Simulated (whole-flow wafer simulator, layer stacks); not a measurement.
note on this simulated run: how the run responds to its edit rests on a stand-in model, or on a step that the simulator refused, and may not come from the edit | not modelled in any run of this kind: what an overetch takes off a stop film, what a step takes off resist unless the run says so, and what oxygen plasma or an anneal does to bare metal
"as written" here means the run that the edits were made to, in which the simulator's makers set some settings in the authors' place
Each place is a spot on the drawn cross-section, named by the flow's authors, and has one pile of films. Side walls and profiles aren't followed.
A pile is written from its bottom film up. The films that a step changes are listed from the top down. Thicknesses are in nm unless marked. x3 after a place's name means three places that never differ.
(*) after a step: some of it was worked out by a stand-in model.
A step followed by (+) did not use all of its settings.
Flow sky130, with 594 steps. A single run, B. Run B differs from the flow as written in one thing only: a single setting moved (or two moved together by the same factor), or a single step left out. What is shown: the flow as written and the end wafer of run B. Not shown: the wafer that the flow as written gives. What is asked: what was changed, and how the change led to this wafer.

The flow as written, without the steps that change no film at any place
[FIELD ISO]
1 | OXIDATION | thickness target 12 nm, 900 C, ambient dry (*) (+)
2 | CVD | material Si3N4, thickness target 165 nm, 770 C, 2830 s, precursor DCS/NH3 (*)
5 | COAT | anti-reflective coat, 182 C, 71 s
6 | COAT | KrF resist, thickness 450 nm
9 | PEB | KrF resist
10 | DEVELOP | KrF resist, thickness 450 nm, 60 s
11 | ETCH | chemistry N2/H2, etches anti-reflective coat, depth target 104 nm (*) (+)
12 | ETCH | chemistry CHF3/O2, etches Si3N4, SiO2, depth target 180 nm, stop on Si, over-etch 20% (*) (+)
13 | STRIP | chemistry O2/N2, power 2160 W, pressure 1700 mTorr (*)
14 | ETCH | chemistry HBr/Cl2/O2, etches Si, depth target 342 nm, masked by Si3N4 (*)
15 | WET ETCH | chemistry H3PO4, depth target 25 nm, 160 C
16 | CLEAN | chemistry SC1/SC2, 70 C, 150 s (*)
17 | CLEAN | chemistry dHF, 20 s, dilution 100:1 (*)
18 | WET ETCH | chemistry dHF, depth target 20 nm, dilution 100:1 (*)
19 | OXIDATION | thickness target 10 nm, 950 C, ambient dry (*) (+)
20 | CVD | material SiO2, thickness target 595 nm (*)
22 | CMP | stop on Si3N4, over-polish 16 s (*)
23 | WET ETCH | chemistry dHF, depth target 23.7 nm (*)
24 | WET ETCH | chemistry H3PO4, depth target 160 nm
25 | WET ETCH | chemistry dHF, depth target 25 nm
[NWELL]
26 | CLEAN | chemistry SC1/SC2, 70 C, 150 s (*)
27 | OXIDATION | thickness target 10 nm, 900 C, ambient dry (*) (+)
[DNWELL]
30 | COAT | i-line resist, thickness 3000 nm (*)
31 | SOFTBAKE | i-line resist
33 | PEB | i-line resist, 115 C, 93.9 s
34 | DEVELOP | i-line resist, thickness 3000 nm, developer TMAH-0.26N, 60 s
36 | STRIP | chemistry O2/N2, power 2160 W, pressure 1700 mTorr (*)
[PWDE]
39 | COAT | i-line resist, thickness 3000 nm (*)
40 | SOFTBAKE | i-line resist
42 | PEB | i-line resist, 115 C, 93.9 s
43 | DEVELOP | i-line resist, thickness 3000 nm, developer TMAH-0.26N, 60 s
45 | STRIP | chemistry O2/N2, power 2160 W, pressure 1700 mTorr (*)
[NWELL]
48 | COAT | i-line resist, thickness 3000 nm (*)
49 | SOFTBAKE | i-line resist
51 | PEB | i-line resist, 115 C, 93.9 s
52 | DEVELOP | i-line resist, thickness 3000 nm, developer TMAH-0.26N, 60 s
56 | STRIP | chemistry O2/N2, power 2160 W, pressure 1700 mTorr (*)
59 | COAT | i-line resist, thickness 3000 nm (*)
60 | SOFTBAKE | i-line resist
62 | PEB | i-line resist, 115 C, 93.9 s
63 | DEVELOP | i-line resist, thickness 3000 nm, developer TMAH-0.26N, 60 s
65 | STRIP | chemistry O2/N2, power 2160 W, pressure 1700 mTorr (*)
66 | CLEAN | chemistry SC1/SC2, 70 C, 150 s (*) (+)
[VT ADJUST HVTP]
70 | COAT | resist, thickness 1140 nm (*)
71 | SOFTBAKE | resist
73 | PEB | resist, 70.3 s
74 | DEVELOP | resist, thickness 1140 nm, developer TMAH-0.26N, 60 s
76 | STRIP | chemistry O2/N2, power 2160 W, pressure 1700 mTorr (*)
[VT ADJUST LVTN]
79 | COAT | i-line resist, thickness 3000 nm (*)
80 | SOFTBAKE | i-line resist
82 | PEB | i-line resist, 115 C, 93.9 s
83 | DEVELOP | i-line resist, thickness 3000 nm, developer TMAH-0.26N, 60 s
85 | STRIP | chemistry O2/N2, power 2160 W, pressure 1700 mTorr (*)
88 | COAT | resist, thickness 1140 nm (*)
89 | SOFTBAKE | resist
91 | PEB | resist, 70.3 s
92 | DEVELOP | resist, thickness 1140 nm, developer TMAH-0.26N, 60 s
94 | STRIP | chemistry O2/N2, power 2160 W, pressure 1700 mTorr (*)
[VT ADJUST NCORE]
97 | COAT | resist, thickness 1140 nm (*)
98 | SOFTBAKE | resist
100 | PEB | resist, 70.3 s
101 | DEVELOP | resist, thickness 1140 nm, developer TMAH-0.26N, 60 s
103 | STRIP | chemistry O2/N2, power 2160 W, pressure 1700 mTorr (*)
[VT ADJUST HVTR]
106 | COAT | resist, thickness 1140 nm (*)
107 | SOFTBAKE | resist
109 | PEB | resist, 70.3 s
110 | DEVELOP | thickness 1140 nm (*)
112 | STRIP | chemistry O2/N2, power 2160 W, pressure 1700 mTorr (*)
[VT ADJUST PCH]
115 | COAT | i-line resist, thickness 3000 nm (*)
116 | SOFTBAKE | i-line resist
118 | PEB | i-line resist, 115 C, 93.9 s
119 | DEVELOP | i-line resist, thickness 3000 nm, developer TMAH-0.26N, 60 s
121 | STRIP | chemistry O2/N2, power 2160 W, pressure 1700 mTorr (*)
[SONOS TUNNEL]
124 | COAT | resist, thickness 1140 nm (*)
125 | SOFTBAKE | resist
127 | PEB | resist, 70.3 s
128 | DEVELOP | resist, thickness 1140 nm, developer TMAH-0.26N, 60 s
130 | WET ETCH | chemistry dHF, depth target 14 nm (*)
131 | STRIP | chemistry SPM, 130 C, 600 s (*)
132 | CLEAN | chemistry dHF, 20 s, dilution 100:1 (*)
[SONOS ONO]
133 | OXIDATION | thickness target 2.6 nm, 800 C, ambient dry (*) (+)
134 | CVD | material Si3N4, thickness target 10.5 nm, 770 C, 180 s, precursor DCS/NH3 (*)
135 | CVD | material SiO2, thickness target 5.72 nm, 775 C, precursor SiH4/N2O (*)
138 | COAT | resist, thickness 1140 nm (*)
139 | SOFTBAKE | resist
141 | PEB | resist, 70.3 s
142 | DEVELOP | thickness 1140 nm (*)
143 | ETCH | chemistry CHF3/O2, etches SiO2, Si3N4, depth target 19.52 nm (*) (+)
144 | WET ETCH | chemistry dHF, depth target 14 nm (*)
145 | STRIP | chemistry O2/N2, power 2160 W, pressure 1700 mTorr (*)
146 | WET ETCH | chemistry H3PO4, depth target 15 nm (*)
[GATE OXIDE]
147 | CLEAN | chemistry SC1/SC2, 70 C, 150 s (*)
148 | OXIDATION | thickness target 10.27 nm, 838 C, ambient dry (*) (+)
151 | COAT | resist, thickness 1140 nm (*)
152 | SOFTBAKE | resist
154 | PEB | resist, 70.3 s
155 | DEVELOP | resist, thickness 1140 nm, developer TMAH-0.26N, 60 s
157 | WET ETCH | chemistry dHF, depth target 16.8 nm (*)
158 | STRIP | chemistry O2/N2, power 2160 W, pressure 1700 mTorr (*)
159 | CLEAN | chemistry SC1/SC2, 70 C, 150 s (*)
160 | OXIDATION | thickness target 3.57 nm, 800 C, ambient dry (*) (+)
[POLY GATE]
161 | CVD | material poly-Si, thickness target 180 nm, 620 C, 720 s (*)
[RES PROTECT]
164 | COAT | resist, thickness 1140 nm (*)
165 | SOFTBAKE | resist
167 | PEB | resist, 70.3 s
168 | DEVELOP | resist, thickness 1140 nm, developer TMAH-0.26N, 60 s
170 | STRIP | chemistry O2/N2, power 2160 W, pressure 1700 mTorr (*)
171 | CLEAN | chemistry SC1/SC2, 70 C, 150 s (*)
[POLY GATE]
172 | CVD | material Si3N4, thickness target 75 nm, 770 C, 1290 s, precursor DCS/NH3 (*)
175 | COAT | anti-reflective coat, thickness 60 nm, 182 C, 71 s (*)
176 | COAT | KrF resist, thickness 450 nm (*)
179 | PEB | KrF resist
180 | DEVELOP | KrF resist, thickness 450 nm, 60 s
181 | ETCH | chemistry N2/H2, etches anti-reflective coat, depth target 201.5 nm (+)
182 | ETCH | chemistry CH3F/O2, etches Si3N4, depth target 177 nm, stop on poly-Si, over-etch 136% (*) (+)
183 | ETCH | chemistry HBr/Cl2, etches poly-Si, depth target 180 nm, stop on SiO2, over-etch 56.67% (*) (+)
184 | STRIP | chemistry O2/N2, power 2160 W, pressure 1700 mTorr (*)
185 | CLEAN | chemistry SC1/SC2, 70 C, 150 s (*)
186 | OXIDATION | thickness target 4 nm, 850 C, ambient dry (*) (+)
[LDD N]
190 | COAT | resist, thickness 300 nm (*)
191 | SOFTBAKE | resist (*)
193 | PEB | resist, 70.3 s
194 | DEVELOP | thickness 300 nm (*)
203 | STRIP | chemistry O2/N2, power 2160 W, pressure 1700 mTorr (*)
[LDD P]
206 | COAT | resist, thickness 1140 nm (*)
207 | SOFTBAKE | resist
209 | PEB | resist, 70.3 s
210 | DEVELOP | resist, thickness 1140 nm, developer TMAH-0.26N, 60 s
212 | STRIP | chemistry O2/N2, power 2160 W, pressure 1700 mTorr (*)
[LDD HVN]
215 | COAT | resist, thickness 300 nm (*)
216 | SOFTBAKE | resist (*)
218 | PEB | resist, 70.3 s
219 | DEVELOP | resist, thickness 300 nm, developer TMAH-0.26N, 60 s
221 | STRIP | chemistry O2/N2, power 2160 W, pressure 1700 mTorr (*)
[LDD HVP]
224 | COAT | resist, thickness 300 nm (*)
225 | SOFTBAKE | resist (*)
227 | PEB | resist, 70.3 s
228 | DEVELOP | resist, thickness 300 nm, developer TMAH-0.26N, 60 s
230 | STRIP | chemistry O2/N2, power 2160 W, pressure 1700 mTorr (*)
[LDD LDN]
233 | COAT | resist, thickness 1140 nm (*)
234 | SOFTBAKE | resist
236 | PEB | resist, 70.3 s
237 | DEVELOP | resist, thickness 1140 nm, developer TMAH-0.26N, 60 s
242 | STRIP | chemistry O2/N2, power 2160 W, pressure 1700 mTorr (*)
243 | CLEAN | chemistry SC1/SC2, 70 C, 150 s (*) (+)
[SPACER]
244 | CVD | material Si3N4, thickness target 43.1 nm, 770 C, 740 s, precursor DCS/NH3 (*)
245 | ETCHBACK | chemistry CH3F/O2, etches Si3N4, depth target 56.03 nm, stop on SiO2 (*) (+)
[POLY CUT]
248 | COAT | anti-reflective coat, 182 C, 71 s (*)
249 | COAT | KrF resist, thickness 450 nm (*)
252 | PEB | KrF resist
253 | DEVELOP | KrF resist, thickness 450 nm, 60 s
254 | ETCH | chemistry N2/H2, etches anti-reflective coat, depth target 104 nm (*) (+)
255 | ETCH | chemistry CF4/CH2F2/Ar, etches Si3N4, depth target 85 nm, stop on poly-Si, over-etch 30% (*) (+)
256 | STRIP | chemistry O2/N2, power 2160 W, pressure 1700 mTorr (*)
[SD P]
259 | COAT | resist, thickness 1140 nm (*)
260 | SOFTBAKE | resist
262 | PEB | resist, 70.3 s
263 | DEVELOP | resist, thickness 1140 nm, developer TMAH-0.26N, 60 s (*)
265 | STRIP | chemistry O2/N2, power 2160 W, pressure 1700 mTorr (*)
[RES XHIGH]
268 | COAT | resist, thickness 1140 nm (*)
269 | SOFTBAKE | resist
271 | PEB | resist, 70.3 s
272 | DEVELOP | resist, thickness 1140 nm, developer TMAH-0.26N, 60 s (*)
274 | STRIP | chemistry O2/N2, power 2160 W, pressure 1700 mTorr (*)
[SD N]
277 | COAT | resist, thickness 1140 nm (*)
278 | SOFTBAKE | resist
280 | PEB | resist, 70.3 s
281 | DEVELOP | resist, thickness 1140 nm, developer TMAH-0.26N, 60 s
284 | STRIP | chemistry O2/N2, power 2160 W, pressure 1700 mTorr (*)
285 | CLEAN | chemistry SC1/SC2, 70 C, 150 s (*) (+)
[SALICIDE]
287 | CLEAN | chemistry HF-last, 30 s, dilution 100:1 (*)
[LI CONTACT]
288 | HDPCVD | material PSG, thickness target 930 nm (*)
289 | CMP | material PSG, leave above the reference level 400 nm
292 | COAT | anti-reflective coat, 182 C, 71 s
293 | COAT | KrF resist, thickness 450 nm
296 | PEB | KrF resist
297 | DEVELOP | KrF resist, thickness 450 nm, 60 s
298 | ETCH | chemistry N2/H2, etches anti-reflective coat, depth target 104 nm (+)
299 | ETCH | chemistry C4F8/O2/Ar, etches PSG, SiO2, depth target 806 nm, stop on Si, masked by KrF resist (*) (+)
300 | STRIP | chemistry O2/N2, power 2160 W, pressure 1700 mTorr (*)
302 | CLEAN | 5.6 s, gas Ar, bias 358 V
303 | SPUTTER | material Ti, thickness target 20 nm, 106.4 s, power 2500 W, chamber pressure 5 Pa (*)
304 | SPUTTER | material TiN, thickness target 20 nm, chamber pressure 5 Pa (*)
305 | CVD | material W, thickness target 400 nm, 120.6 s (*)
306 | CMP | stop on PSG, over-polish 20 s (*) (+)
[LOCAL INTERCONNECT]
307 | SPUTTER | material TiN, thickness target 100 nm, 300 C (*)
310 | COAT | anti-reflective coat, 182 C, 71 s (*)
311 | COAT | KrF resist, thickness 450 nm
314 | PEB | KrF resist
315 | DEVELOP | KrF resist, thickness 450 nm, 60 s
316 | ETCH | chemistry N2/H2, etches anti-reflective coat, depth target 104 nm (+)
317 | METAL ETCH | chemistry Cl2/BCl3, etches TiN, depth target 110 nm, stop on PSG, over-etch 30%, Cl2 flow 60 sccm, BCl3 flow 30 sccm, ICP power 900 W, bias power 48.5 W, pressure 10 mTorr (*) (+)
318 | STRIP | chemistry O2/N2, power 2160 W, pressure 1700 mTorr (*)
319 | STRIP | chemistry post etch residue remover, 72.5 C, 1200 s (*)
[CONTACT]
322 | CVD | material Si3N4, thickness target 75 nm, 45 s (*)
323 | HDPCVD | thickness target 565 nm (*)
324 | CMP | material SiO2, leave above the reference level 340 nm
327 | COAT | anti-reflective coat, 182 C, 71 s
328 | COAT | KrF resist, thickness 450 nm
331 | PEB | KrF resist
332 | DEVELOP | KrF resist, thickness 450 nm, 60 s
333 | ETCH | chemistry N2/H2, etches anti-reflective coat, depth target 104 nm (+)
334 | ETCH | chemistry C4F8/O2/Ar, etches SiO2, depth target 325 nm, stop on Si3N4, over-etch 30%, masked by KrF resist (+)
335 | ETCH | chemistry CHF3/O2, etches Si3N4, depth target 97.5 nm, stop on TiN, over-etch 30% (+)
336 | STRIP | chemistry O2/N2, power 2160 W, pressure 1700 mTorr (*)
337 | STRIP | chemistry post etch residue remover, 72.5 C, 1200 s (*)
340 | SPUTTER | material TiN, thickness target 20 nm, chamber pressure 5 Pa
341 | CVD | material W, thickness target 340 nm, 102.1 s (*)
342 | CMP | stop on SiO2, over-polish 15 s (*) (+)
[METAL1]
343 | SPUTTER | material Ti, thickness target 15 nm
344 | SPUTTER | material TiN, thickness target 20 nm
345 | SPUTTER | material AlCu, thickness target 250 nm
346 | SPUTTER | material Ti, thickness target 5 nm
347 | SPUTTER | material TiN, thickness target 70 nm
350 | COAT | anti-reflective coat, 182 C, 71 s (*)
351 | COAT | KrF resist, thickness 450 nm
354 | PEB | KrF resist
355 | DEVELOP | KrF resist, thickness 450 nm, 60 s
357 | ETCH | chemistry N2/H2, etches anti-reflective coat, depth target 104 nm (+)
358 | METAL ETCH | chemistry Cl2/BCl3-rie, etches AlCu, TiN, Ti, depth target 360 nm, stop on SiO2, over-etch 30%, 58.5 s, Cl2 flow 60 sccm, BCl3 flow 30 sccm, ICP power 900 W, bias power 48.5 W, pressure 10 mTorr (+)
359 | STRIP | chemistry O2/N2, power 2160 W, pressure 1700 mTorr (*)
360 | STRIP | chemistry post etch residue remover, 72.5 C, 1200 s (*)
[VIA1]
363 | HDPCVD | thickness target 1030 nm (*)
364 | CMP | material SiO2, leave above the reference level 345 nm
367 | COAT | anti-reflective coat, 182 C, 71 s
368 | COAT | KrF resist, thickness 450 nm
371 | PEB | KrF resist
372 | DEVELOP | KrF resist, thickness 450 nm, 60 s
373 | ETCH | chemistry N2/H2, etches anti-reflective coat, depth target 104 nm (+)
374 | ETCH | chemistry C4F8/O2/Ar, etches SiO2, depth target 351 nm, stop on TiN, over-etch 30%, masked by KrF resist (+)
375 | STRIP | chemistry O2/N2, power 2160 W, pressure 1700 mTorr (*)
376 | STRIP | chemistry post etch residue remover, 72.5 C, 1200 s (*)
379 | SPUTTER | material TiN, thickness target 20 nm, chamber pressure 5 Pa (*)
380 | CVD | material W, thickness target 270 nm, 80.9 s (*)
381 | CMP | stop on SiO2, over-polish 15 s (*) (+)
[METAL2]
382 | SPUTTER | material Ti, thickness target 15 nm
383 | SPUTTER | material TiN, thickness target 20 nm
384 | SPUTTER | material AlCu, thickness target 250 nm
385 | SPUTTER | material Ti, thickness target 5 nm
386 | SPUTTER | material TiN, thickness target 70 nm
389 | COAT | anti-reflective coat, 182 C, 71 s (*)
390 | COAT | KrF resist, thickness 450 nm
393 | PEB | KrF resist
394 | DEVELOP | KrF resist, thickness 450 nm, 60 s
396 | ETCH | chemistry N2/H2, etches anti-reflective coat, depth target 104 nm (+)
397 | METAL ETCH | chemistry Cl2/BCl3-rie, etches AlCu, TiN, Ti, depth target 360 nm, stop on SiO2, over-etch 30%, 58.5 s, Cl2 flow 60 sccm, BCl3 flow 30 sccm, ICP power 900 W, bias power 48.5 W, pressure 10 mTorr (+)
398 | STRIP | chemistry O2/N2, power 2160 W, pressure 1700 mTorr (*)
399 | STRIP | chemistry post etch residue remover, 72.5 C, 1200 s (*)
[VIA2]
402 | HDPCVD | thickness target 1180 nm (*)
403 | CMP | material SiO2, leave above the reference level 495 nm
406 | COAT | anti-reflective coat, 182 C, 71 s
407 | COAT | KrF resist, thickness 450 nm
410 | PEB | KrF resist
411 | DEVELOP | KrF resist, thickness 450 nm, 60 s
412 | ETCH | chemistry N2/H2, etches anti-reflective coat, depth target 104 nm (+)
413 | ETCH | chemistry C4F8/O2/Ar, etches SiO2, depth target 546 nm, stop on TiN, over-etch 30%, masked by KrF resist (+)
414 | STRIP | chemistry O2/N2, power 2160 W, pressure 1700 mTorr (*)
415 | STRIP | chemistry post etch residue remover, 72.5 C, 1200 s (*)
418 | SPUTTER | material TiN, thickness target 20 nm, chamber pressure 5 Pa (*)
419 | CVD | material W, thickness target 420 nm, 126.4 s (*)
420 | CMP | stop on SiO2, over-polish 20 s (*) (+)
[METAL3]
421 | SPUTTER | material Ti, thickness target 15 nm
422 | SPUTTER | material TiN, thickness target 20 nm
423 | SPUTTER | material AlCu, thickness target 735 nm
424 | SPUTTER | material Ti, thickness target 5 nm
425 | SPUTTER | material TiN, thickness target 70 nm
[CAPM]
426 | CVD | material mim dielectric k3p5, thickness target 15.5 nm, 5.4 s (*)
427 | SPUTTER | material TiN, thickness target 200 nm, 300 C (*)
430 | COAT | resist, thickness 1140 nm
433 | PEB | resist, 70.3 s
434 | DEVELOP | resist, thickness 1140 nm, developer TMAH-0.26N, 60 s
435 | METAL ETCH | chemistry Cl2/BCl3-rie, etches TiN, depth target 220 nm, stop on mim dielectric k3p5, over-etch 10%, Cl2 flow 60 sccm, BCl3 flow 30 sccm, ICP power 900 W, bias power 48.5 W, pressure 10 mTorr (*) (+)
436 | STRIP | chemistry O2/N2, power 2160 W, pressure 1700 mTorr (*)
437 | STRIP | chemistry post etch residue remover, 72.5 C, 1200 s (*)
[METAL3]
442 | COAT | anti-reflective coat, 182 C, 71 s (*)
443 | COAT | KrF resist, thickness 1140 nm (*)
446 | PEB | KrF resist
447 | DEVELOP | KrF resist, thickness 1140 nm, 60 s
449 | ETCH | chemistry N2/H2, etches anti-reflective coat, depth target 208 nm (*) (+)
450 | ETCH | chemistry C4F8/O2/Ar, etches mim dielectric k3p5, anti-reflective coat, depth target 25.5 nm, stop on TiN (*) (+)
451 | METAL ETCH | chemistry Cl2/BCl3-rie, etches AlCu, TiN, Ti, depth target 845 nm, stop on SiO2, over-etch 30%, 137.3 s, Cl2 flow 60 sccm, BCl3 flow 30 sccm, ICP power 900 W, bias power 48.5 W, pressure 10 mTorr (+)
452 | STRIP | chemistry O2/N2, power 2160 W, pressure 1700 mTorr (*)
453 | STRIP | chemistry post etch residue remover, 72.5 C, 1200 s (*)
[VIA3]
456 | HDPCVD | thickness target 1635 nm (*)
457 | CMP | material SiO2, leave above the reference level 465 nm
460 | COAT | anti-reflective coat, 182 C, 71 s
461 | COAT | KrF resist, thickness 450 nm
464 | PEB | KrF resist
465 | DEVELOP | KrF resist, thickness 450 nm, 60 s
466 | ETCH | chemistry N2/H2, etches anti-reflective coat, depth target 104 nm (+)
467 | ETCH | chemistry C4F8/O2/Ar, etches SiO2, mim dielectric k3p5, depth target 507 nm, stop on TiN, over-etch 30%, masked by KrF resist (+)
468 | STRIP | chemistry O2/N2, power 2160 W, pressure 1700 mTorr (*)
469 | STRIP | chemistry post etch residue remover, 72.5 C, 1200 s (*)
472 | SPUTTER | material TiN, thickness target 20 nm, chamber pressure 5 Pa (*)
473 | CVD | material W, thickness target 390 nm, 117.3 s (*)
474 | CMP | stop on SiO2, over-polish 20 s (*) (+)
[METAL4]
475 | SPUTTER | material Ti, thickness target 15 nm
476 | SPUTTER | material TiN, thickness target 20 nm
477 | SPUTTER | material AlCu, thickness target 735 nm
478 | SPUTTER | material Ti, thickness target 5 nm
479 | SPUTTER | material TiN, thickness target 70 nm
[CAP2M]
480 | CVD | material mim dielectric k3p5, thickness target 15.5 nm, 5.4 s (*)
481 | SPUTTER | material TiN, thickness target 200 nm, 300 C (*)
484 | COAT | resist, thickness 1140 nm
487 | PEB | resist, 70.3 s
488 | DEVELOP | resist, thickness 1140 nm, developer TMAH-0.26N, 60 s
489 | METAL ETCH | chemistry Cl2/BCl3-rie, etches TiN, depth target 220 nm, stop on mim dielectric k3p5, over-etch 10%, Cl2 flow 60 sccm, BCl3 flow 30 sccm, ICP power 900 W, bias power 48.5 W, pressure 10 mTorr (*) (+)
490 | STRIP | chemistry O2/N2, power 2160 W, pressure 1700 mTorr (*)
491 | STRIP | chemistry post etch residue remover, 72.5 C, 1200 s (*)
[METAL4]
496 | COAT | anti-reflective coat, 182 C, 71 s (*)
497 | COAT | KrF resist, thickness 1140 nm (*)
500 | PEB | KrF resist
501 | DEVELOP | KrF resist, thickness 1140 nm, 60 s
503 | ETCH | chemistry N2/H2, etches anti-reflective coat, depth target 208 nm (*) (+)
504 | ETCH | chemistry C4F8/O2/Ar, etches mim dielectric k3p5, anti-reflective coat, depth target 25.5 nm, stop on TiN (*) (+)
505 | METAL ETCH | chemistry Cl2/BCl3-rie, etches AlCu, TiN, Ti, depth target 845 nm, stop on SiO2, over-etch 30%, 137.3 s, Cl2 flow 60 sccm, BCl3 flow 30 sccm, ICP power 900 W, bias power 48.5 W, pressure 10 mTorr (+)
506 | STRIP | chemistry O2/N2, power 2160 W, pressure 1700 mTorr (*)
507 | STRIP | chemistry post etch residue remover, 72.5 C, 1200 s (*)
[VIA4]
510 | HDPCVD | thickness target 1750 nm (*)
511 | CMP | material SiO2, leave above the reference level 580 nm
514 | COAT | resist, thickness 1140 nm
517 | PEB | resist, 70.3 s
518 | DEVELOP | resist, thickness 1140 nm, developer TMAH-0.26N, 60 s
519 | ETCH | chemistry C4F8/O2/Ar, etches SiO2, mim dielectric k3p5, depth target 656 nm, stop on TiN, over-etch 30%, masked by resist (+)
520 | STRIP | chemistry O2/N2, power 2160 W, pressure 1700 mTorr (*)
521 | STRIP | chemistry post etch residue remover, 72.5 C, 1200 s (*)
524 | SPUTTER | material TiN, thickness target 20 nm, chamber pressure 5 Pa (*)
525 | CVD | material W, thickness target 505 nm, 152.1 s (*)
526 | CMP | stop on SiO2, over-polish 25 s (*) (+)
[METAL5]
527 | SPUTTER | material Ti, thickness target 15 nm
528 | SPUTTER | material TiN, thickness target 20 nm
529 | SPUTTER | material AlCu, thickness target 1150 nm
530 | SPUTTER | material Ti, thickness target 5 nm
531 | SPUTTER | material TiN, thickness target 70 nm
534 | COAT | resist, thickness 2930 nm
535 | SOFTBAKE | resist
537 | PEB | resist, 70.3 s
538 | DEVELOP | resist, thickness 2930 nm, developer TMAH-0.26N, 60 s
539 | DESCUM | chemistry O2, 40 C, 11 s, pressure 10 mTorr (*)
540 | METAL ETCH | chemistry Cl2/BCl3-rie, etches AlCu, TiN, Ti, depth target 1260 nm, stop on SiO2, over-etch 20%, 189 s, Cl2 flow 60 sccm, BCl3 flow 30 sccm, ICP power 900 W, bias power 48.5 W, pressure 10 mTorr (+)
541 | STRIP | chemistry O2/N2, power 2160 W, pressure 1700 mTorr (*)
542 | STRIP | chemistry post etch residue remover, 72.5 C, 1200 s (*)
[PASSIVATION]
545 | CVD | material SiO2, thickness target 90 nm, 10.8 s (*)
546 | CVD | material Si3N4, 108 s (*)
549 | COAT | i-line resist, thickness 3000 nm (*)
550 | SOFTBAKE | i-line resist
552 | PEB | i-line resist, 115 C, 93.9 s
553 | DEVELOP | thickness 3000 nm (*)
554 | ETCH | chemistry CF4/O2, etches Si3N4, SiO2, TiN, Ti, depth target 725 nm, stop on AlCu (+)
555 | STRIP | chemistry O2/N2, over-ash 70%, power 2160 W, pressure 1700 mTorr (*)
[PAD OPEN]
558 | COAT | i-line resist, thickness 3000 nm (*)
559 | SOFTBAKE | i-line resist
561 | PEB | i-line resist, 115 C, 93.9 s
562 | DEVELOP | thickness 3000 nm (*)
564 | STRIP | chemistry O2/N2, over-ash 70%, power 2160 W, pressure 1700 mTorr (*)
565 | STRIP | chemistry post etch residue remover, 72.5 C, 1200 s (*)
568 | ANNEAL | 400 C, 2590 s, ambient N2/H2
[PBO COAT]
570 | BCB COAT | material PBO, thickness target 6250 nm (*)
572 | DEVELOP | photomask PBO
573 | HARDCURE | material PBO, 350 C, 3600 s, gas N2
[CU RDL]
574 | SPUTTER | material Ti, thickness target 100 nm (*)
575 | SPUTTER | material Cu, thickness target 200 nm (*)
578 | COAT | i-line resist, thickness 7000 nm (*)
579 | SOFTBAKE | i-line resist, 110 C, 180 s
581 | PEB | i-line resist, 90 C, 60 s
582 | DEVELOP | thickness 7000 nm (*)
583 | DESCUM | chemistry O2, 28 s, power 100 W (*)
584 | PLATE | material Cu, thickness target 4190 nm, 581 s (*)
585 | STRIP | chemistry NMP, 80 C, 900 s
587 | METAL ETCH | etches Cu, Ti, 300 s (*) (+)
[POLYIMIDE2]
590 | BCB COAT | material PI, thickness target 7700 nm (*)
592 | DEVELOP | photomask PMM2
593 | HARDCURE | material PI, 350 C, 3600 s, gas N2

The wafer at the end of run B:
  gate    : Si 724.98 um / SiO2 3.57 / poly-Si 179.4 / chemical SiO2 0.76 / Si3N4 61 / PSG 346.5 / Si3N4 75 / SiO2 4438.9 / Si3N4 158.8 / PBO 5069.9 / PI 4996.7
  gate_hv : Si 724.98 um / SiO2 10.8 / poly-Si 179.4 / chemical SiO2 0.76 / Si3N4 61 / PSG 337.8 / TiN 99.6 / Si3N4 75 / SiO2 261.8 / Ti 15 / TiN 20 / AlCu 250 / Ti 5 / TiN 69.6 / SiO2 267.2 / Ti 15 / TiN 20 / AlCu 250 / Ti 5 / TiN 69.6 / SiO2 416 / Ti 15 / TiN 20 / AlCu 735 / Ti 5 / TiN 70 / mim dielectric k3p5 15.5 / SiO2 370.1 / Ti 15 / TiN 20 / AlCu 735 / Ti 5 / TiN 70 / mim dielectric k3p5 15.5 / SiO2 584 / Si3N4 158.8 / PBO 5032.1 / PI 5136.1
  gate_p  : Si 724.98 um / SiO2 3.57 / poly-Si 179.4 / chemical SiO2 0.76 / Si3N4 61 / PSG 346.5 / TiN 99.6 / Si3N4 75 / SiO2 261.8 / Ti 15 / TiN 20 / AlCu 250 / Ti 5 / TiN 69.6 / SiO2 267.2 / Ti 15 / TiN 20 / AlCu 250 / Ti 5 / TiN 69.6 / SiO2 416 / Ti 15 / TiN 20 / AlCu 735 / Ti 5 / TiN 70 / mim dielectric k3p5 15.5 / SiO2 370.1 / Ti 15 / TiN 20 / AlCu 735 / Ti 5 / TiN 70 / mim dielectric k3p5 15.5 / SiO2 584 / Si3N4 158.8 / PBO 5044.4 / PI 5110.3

The reason: step 289, CMP: leave above the reference level 356 nm was run, whereas the flow has leave above the reference level 400 nm.

The path from the change to this, step by step:
  289 | CMP | material PSG, leave above the reference level 400 nm
      gate, spacer, gate_p and 34 more: PSG loses 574 (it would be, as written: PSG loses 530)
      mim, vpp_sp, vpp_ln and 30 more: PSG loses 377.9 (it would be, as written: PSG loses 333.9)
      (also at 122 further places)
  299 | ETCH | chemistry C4F8/O2/Ar, etches PSG, SiO2, depth target 806 nm, stop on Si, masked by KrF resist (*) (+)
      contact, ndiff_licon, ndiff_licon_cpp: PSG loses 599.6 (all of it), SiO2 loses 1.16 (all of it) (it would be, as written: PSG loses 643.6 (all of it), SiO2 loses 1.16 (all of it))
      poly_licon, rpo_hd_licon: PSG loses 367.7 (all of it) (it would be, as written: PSG loses 411.7 (all of it))
  303 | SPUTTER | material Ti, thickness target 20 nm, 106.4 s, power 2500 W, chamber pressure 5 Pa (*)
      ndiff_licon: Ti gains 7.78 (new film) (it would be, as written: Ti gains 7.24 (new film))
      rpo_hd_licon: Ti gains 11 (new film) (it would be, as written: Ti gains 10.3 (new film))
  304 | SPUTTER | material TiN, thickness target 20 nm, chamber pressure 5 Pa (*)
      ndiff_licon: TiN gains 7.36 (new film) (it would be, as written: TiN gains 6.83 (new film))
      rpo_hd_licon: TiN gains 10.6 (new film) (it would be, as written: TiN gains 9.89 (new film))
  305 | CVD | material W, thickness target 400 nm, 120.6 s (*)
      ndiff_licon: W gains 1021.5 (new film) (it would be, as written: W gains 1066.5 (new film))
      ndiff_licon_cpp: W gains 1023 (new film) (it would be, as written: W gains 1067.9 (new film))
      (also at 1 further place)
  306 | CMP | stop on PSG, over-polish 20 s (*) (+)
      poly_licon: W loses 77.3 (it would be, as written: W loses 33.3)
